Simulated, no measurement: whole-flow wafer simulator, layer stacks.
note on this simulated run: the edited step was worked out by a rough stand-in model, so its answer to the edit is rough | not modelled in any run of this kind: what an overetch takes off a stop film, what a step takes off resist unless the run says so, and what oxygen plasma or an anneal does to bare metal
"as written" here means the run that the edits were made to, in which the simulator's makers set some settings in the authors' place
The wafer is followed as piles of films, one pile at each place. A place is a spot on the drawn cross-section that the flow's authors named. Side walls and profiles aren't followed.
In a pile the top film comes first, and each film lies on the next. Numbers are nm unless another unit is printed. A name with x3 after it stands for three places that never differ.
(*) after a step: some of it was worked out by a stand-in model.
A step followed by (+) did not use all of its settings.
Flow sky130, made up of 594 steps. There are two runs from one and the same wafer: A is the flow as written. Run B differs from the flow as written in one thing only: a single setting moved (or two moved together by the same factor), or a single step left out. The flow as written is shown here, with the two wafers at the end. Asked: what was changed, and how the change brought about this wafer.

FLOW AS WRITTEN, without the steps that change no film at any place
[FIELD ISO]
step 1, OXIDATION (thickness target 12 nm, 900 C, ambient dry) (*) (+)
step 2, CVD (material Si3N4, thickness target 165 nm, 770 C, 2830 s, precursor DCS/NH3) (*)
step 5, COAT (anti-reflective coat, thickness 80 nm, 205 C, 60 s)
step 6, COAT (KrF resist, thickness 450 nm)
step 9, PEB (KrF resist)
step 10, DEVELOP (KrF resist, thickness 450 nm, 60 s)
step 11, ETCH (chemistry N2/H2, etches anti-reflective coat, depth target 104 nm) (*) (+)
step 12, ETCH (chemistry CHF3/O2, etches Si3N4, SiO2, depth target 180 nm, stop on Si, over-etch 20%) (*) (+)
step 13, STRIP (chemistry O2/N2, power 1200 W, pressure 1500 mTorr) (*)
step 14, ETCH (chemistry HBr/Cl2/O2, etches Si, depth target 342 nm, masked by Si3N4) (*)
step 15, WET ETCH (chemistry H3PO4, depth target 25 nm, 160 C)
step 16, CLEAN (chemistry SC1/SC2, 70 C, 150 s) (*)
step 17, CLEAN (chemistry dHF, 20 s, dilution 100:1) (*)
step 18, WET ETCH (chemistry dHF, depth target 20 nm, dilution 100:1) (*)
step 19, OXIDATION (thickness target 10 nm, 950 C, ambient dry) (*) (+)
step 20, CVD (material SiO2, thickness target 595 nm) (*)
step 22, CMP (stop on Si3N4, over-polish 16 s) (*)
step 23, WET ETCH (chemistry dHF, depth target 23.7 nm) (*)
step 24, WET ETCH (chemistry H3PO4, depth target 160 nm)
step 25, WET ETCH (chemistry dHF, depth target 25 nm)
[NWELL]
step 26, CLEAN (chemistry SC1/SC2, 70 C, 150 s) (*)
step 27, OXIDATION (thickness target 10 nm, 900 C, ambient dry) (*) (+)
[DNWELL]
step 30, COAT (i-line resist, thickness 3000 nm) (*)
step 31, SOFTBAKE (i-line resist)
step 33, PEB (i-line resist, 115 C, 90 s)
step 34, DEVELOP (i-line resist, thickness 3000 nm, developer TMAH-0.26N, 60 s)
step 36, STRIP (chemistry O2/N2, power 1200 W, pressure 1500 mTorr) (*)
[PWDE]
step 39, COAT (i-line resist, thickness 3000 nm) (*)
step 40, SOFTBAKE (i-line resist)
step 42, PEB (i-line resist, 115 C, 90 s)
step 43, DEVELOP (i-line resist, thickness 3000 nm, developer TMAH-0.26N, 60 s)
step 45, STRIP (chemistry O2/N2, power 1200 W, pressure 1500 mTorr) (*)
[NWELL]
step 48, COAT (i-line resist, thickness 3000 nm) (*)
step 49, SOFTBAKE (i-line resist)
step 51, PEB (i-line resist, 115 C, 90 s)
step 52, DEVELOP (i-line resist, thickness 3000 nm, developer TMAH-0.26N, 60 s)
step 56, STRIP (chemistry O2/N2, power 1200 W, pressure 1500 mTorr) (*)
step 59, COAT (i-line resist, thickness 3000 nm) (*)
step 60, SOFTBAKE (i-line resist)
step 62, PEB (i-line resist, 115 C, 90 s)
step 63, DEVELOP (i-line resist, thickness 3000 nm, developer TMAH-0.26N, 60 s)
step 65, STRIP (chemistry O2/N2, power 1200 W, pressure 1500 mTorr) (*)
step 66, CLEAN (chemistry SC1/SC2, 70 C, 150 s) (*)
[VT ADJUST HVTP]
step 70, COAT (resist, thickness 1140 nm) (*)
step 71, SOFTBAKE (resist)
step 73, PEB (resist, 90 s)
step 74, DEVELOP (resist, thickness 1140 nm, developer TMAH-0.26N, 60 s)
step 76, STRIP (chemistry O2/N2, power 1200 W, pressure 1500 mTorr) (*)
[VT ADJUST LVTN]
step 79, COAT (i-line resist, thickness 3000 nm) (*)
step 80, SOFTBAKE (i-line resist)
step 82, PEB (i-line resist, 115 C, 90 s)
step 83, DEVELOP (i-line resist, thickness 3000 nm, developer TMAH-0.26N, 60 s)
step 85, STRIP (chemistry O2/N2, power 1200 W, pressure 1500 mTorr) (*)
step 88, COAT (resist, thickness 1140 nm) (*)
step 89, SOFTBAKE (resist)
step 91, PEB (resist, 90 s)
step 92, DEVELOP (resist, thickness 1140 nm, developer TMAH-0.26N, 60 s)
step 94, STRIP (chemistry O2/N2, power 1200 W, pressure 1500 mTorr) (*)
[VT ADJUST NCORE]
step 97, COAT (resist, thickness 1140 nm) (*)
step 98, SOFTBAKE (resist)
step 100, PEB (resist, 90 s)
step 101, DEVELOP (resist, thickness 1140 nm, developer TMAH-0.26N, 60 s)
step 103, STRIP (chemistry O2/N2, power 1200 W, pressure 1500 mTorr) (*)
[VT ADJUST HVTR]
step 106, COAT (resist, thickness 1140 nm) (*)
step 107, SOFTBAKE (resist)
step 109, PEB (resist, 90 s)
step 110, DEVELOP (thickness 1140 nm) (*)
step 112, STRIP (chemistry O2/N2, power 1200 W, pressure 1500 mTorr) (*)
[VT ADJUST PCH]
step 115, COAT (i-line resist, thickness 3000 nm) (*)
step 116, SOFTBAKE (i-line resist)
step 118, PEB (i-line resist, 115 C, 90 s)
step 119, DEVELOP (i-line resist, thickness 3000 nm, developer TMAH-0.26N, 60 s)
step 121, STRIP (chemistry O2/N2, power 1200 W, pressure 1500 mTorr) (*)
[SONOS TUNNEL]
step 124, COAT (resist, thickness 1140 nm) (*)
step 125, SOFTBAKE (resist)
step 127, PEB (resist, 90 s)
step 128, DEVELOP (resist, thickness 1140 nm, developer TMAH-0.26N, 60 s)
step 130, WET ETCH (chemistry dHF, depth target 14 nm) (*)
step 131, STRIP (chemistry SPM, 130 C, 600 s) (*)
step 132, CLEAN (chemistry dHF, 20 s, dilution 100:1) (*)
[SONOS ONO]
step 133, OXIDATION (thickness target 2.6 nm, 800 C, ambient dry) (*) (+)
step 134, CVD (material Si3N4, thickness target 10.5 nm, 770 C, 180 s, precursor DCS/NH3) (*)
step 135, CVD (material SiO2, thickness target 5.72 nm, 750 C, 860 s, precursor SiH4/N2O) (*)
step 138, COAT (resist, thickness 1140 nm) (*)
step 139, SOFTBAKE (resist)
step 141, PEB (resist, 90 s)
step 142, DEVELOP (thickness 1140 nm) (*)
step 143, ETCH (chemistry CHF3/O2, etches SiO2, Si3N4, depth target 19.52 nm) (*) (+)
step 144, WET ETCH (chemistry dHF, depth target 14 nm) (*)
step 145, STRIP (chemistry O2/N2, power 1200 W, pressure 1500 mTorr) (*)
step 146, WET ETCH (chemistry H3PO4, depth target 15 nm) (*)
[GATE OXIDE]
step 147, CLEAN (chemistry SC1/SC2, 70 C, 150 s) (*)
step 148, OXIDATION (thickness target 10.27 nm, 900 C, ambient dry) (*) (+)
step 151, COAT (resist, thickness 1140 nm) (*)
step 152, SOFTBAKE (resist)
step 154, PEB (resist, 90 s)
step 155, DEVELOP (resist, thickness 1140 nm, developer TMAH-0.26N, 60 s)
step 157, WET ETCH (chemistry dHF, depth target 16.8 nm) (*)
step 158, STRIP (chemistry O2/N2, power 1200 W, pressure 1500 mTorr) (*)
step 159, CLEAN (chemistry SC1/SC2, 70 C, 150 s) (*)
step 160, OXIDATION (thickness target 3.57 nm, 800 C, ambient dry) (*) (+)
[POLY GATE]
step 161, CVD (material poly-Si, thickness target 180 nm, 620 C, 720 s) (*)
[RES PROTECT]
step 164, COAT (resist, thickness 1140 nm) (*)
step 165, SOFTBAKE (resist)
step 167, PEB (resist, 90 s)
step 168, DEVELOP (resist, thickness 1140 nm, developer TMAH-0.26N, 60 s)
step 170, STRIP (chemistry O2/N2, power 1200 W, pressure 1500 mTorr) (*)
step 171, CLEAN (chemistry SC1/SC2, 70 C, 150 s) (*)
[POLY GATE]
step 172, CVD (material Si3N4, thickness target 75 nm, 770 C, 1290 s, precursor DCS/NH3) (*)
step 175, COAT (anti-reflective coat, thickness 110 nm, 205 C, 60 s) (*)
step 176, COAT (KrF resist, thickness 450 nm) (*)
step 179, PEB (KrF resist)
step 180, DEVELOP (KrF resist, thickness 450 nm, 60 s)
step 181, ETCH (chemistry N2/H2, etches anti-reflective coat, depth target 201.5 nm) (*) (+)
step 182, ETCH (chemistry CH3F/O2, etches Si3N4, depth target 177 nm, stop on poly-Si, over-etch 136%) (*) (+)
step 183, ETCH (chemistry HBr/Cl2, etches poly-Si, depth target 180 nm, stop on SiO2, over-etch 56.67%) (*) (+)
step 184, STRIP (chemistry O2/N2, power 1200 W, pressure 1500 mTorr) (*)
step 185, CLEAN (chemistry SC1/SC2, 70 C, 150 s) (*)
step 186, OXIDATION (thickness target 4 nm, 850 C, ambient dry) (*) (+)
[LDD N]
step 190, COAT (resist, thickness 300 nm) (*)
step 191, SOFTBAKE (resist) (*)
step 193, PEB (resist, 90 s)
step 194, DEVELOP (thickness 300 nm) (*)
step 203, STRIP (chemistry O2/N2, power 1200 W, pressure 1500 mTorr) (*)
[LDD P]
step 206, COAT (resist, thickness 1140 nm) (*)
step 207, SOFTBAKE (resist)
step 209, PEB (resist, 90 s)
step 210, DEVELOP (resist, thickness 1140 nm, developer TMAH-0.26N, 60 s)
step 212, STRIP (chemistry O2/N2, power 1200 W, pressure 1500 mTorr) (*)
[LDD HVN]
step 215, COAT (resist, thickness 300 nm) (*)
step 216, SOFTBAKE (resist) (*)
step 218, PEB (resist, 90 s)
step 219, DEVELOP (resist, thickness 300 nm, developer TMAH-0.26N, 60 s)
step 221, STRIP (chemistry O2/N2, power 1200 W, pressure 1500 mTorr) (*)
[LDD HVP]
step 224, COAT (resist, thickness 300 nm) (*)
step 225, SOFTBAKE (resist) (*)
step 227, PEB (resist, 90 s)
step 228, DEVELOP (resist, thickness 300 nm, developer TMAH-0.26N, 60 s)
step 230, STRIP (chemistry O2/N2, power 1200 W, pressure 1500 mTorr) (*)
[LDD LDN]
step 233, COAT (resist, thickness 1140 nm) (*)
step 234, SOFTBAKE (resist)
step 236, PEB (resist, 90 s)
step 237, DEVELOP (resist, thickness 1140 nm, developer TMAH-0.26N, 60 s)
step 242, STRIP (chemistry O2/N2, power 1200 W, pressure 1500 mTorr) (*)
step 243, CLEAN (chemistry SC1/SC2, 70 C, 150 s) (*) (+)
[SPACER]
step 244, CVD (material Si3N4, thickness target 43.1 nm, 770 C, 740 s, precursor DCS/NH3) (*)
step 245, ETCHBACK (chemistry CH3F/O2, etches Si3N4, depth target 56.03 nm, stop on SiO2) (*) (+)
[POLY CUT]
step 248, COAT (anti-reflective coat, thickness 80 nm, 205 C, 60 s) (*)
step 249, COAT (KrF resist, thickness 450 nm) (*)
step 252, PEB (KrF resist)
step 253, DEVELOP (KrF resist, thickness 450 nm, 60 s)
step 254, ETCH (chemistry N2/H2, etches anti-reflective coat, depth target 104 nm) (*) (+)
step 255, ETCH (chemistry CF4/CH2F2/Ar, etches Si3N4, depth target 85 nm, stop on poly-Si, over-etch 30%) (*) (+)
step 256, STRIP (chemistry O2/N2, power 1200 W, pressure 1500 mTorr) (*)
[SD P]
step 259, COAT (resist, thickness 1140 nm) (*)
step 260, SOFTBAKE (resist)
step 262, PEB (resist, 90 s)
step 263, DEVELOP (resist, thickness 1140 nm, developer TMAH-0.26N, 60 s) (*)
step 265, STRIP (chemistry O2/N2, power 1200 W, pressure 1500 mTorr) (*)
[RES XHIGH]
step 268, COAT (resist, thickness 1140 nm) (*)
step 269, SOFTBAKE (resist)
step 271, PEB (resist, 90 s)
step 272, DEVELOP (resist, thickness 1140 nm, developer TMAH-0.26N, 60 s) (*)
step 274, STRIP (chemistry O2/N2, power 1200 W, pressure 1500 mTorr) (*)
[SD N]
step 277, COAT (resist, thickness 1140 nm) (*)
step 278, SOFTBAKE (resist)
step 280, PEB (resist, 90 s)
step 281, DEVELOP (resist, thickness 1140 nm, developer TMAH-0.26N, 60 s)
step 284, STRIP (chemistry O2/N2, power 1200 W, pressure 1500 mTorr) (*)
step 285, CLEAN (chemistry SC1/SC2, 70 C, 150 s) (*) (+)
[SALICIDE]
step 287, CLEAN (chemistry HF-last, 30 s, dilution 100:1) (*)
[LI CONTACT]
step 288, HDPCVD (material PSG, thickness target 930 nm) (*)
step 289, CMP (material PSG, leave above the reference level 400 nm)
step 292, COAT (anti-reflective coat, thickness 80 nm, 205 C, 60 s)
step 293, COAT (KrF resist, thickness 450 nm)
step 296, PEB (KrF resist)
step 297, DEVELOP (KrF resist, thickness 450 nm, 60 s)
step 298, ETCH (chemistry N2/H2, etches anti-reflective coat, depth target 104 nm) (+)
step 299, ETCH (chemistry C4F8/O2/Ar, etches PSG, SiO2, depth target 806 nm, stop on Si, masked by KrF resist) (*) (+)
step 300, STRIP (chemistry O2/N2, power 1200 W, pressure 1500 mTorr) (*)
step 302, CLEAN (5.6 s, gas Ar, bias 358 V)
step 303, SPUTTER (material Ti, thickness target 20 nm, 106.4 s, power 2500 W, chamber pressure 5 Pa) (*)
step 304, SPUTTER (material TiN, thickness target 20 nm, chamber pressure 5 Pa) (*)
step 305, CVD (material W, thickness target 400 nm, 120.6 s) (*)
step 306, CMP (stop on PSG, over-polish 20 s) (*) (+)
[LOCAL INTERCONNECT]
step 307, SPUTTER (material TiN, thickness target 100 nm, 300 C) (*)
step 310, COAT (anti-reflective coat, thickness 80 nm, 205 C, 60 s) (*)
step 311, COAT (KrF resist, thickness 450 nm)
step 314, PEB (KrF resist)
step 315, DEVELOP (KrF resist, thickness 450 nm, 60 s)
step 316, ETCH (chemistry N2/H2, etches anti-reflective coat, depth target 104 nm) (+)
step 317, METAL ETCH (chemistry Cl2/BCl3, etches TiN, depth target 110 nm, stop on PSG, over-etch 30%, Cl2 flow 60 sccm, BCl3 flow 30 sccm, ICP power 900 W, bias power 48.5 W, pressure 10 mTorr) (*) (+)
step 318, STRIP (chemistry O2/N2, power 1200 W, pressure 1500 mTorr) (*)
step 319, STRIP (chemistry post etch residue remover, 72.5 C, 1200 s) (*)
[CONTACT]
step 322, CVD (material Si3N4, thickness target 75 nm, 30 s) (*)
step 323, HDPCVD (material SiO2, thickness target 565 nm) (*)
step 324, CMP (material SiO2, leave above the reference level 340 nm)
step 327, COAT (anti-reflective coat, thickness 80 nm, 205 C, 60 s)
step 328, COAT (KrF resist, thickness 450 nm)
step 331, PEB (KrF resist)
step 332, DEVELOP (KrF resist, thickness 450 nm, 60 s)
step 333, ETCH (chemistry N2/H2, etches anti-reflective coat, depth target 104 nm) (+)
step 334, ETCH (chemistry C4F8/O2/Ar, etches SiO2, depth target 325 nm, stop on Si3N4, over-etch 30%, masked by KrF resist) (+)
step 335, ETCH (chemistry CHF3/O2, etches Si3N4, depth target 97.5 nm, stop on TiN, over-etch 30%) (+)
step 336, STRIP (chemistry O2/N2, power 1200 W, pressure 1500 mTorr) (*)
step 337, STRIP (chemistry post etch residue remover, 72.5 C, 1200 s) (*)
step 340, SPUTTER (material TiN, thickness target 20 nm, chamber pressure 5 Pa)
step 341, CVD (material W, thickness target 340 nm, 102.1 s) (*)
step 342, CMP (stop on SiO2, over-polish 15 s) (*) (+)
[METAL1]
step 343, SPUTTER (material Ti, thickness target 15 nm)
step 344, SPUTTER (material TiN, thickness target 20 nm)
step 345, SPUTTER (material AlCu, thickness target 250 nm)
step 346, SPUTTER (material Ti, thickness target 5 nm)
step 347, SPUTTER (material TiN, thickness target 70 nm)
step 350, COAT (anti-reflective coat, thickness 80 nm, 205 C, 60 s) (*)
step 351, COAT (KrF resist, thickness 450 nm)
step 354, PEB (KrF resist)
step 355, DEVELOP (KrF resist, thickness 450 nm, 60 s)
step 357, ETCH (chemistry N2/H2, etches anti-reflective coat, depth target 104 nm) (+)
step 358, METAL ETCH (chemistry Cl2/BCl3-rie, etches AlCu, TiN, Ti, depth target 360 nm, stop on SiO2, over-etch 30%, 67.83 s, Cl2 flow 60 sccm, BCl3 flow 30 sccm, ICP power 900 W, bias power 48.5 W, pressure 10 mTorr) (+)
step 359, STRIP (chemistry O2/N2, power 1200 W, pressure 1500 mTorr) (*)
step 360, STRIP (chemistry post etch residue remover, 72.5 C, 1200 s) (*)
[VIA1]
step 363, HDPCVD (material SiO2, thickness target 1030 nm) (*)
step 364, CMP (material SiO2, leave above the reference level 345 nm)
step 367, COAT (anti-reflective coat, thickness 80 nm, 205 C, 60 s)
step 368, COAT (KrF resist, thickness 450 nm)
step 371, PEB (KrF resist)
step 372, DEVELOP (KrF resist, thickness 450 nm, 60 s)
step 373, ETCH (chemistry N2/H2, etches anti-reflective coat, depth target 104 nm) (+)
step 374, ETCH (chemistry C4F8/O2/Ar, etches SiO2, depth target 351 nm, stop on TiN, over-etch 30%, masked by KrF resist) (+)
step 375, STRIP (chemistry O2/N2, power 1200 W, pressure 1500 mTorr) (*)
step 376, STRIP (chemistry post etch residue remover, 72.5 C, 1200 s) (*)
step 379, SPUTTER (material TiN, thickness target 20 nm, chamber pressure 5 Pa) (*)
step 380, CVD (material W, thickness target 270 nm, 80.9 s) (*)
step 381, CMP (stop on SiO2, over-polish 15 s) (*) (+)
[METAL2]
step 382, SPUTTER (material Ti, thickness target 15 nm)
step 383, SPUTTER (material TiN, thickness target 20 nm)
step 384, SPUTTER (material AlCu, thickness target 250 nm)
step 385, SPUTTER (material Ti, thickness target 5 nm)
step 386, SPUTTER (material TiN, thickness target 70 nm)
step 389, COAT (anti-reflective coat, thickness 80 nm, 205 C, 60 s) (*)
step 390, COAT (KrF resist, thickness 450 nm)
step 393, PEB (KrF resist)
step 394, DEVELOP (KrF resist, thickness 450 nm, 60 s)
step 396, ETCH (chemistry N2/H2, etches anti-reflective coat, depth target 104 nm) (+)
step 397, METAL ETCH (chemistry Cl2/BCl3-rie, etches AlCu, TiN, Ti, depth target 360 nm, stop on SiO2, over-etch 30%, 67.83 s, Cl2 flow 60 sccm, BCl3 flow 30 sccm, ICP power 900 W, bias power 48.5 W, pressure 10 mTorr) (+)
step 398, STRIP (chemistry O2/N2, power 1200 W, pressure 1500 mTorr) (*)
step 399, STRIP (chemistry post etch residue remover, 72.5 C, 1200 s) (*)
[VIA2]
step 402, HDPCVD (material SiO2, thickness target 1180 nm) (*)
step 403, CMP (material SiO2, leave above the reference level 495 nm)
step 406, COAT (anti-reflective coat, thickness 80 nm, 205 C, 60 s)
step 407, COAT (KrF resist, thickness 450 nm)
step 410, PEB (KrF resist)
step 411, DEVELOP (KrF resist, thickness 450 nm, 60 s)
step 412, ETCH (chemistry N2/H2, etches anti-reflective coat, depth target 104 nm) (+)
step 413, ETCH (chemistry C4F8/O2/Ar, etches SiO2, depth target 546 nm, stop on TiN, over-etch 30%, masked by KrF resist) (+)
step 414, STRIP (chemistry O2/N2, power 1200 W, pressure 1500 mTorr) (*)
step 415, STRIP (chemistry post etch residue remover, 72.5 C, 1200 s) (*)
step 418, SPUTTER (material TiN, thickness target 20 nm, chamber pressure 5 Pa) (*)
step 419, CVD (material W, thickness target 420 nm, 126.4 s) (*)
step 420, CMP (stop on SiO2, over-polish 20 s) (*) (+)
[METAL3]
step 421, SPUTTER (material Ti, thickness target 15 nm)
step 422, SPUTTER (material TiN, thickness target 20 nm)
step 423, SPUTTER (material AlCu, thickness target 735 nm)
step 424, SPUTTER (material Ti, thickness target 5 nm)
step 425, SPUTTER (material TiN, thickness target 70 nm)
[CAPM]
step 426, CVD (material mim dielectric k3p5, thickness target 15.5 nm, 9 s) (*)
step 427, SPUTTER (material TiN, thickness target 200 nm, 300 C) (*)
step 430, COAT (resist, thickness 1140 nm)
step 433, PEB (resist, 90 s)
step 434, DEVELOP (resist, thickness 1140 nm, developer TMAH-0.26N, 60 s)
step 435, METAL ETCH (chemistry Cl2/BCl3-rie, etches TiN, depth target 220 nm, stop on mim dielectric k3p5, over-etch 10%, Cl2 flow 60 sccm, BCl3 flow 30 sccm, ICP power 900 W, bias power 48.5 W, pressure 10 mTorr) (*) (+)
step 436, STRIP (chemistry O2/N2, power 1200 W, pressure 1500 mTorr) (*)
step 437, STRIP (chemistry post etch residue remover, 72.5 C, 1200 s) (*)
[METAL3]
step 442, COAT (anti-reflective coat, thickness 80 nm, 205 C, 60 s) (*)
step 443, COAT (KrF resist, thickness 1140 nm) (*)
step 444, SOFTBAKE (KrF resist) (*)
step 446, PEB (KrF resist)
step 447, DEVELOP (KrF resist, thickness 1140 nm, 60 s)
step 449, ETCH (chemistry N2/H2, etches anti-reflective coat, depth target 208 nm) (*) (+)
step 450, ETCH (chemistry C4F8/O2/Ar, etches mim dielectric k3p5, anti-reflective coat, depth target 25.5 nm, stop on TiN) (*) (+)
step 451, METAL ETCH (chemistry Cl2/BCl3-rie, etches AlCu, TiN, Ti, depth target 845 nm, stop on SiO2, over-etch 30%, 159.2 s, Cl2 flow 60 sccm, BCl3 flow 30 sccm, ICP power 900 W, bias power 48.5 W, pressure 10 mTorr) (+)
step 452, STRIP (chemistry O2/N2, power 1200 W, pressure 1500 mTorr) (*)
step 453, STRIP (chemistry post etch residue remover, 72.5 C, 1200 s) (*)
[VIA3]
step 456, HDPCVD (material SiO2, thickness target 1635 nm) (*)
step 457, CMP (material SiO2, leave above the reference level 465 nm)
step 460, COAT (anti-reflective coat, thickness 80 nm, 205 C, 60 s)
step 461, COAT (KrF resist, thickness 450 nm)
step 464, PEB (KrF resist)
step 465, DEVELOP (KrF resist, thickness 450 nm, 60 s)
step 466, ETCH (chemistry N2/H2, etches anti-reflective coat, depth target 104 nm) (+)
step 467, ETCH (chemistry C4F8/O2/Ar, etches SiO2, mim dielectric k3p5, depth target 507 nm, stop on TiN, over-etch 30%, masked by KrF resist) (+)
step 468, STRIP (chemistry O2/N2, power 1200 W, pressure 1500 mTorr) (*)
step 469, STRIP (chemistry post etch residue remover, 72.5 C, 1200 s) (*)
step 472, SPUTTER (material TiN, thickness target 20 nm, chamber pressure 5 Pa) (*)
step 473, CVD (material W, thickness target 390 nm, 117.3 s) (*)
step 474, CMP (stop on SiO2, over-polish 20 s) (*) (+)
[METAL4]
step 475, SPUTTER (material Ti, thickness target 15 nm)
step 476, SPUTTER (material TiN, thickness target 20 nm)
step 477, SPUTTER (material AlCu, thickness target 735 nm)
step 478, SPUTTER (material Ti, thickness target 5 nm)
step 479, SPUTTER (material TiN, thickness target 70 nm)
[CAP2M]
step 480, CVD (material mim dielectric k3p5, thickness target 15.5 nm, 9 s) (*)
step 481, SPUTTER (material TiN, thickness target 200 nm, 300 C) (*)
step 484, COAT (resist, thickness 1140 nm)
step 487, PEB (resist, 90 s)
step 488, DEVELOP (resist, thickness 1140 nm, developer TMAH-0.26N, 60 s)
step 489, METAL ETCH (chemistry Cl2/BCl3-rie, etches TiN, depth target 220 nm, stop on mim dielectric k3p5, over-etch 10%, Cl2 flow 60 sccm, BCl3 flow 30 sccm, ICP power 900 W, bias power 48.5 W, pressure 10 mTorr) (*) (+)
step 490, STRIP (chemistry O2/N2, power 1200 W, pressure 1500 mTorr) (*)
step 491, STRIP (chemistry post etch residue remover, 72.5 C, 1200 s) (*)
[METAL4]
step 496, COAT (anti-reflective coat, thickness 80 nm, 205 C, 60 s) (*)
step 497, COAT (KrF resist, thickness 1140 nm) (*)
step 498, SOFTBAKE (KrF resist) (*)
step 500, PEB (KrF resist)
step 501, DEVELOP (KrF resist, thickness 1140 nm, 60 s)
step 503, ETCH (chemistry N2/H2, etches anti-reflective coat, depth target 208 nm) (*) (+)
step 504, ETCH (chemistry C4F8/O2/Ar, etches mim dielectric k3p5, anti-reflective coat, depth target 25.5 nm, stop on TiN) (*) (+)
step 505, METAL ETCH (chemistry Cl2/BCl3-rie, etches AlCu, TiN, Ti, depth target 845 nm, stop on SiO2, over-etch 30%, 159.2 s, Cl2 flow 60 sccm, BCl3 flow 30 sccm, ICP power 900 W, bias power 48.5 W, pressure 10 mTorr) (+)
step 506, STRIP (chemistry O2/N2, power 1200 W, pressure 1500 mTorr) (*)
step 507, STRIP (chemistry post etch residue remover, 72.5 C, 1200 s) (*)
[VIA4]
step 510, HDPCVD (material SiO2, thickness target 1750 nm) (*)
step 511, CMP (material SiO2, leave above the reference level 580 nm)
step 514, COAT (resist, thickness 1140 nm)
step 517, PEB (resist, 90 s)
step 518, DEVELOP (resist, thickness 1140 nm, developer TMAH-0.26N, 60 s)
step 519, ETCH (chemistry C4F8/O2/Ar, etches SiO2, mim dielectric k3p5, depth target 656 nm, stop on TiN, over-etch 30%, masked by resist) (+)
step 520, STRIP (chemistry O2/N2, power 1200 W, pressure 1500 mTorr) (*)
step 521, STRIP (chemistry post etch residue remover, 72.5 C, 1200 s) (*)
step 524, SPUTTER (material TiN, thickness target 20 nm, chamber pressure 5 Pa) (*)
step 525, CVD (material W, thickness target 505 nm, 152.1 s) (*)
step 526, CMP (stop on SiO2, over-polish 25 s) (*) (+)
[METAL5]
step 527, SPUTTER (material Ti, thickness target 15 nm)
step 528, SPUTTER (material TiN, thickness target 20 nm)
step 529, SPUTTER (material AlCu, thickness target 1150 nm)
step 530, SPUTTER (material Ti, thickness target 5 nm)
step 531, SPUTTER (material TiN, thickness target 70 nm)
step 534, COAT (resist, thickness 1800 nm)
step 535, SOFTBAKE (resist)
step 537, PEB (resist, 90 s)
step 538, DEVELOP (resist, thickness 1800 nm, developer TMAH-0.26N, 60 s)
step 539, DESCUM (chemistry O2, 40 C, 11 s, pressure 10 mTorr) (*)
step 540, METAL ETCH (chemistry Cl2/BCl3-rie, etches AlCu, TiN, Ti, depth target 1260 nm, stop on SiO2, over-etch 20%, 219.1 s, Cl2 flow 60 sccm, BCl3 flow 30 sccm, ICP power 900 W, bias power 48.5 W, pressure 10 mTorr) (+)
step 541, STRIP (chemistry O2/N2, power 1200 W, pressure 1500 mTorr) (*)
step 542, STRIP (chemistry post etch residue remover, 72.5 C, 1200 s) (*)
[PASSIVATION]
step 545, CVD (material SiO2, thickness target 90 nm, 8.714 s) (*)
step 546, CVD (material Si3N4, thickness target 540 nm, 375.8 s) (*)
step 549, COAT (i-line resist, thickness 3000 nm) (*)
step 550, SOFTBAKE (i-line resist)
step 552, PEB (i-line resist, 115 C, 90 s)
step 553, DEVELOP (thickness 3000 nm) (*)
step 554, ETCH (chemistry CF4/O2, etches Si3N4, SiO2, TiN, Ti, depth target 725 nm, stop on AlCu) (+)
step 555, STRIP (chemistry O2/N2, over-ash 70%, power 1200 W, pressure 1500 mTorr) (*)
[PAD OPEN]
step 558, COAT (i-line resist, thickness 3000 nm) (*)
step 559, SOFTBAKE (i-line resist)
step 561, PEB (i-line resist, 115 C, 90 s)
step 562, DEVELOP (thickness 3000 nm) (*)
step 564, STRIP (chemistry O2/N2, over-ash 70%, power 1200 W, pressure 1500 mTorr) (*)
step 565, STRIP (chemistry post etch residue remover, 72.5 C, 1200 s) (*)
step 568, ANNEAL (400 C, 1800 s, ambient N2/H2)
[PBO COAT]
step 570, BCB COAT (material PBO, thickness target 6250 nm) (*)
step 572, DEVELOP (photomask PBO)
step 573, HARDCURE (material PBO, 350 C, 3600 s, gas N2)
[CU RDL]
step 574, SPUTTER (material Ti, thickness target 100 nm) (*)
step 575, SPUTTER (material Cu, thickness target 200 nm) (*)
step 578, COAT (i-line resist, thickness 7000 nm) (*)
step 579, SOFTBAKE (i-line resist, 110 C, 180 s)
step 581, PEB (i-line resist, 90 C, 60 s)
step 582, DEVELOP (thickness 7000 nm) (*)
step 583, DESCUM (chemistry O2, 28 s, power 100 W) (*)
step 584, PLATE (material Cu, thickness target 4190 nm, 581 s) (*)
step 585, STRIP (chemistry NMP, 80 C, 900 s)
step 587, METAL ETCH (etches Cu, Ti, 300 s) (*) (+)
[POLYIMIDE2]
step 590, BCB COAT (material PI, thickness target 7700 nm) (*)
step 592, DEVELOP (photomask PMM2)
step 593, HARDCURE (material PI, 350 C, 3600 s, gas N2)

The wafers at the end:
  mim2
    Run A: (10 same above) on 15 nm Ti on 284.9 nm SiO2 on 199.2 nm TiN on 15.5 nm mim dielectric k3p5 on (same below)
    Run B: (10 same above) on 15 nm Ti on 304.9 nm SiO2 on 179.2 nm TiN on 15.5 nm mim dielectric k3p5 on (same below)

Cause: step 481, SPUTTER: thickness target 180 nm was run, while the flow as written has thickness target 200 nm.

The path from the change to this, step by step:
  step 481, SPUTTER (material TiN, thickness target 200 nm, 300 C) (*)
      field, active, n_well and 189 more: A +200 TiN (new film) | B +180 TiN (new film)
  step 489, METAL ETCH (chemistry Cl2/BCl3-rie, etches TiN, depth target 220 nm, stop on mim dielectric k3p5, over-etch 10%, Cl2 flow 60 sccm, BCl3 flow 30 sccm, ICP power 900 W, bias power 48.5 W, pressure 10 mTorr) (*) (+)
      field, active, n_well and 188 more: A -200 TiN (all of it) | B -180 TiN (all of it)
      mim2: A -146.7 resist | B -132 resist
  step 496, COAT (anti-reflective coat, thickness 80 nm, 205 C, 60 s) (*)
      iso_guard__w2: A +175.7 anti-reflective coat (new film) | B +162.6 anti-reflective coat (new film)
      mim2: A +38 anti-reflective coat (new film) | B +33.6 anti-reflective coat (new film)
  step 506, STRIP (chemistry O2/N2, power 1200 W, pressure 1500 mTorr) (*)
      iso_guard__w2: A -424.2 KrF resist (all of it), -175.7 anti-reflective coat (all of it) | B -432.9 KrF resist (all of it), -162.6 anti-reflective coat (all of it)
      mim2: A -368.7 KrF resist (all of it), -38 anti-reflective coat (all of it) | B -387.6 KrF resist (all of it), -33.6 anti-reflective coat (all of it)
